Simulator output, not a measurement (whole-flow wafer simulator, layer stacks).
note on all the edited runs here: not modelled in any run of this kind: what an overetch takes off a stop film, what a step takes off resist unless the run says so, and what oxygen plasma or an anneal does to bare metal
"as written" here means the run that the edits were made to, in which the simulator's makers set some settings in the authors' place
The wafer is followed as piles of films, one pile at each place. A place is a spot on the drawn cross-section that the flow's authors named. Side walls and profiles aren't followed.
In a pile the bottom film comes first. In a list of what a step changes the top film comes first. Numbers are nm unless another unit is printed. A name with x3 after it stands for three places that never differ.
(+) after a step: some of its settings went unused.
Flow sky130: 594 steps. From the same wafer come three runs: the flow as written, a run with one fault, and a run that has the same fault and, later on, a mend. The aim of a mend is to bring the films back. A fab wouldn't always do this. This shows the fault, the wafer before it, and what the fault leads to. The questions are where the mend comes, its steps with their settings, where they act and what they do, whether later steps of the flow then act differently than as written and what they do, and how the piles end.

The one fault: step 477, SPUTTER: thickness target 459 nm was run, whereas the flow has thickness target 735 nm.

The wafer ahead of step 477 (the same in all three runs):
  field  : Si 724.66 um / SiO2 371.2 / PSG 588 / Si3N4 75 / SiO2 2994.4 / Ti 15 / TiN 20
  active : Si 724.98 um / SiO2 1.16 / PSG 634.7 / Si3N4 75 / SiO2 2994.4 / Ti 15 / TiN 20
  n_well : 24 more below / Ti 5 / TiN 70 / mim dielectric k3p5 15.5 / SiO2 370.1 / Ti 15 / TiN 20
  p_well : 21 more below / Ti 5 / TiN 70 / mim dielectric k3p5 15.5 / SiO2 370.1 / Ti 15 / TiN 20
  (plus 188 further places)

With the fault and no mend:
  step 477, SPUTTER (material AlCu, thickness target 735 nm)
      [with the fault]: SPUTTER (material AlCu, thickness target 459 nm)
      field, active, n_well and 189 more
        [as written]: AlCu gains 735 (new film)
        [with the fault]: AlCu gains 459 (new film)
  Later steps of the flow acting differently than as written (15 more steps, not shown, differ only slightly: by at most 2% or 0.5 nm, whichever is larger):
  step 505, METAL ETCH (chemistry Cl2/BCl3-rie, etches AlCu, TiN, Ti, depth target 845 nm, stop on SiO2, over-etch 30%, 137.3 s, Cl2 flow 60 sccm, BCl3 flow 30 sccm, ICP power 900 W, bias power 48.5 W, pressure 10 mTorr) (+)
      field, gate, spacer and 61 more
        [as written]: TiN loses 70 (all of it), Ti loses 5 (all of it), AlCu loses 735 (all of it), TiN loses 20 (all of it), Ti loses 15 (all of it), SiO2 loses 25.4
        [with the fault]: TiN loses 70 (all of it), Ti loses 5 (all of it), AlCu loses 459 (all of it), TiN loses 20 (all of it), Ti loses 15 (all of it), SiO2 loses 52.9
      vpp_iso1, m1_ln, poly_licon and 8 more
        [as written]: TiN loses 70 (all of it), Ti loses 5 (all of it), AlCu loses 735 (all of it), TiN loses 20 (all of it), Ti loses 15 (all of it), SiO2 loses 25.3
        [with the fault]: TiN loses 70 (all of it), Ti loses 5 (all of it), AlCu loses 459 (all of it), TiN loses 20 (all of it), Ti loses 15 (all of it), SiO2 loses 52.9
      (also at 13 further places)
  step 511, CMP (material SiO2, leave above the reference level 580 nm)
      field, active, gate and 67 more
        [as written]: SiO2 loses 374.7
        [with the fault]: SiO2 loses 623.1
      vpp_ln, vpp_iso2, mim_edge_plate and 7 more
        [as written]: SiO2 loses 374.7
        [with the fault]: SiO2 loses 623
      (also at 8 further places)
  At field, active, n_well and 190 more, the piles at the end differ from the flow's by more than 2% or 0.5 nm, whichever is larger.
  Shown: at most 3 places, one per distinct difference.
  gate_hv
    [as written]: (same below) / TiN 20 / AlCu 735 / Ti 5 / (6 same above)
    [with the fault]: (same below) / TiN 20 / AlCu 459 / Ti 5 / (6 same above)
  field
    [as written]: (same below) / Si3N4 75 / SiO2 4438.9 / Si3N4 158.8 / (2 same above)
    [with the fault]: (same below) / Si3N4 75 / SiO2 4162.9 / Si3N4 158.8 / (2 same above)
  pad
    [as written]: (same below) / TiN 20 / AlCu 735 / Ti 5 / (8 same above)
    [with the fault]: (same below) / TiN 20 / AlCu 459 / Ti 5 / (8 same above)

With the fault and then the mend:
  The mend follows step 477.
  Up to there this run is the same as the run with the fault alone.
  step 477a, SPUTTER (material AlCu, thickness target 276 nm) (a further turn of the flow's step 477, with different settings)
      field, active, n_well and 189 more
        AlCu gains 276
  None of the later steps of the flow acts differently than as written at any place that is followed.
  At every place that both follow, the piles at the end match the flow's.
